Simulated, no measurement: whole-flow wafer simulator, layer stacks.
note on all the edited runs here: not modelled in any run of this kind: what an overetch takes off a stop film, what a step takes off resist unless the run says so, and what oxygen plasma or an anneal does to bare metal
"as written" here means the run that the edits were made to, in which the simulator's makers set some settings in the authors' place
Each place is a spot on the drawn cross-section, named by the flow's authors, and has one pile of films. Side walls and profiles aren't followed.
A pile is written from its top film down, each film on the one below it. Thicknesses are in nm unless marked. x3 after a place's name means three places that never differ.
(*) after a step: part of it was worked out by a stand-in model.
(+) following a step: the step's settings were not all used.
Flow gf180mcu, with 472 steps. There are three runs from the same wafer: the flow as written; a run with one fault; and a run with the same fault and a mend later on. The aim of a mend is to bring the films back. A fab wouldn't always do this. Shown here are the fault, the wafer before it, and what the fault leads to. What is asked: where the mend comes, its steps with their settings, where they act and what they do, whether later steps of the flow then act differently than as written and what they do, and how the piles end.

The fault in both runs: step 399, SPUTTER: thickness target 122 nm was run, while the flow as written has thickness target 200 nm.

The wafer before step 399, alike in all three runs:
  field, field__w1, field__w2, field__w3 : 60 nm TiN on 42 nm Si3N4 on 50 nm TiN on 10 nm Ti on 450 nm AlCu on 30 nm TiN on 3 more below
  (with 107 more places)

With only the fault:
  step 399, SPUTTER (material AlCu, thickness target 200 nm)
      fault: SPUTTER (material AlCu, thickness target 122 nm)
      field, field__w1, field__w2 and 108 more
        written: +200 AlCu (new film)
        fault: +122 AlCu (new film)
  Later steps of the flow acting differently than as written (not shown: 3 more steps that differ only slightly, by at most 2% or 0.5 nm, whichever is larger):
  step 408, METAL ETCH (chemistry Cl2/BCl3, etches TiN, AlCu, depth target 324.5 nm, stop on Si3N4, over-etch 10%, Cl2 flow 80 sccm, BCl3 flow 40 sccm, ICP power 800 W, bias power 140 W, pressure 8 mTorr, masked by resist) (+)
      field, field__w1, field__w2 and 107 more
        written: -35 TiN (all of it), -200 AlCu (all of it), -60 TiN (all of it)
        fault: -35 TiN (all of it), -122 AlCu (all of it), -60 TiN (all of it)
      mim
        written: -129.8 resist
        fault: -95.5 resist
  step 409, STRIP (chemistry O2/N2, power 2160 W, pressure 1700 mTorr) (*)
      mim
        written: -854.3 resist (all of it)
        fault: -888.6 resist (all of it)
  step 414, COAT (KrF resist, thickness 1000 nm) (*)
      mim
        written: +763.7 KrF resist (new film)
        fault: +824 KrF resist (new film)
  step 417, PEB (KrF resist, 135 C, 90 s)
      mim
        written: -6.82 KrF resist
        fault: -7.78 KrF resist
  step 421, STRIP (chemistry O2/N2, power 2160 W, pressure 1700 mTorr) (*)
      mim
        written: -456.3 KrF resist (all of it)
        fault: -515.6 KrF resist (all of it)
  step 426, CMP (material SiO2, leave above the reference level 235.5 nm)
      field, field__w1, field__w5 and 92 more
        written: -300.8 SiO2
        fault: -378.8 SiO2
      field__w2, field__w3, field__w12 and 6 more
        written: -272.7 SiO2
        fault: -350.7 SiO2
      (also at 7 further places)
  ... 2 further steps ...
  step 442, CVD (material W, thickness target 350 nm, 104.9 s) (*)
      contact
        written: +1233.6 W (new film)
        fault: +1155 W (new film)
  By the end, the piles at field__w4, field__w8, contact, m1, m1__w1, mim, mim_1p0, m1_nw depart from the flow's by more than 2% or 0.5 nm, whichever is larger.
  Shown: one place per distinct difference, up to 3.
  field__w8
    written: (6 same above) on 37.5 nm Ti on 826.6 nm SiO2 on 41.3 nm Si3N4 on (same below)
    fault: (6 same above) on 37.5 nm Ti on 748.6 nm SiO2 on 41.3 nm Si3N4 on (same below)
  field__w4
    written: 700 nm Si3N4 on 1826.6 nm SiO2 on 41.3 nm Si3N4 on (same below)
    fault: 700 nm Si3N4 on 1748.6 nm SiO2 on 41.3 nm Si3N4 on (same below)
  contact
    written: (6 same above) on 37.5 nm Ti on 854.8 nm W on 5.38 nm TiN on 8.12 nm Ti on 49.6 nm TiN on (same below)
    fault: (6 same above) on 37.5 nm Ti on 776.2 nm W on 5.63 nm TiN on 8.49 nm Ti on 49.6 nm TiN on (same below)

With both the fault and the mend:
  The mend follows step 399.
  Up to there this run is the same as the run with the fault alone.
  step 399a, SPUTTER (material AlCu, thickness target 78 nm) (the flow's step 399 again, with other settings)
      field, field__w1, field__w2 and 108 more
        +78 AlCu
  Later steps of the flow that are run all act as written at every place that is followed.
  The piles end the same as the flow's at every place that both follow.
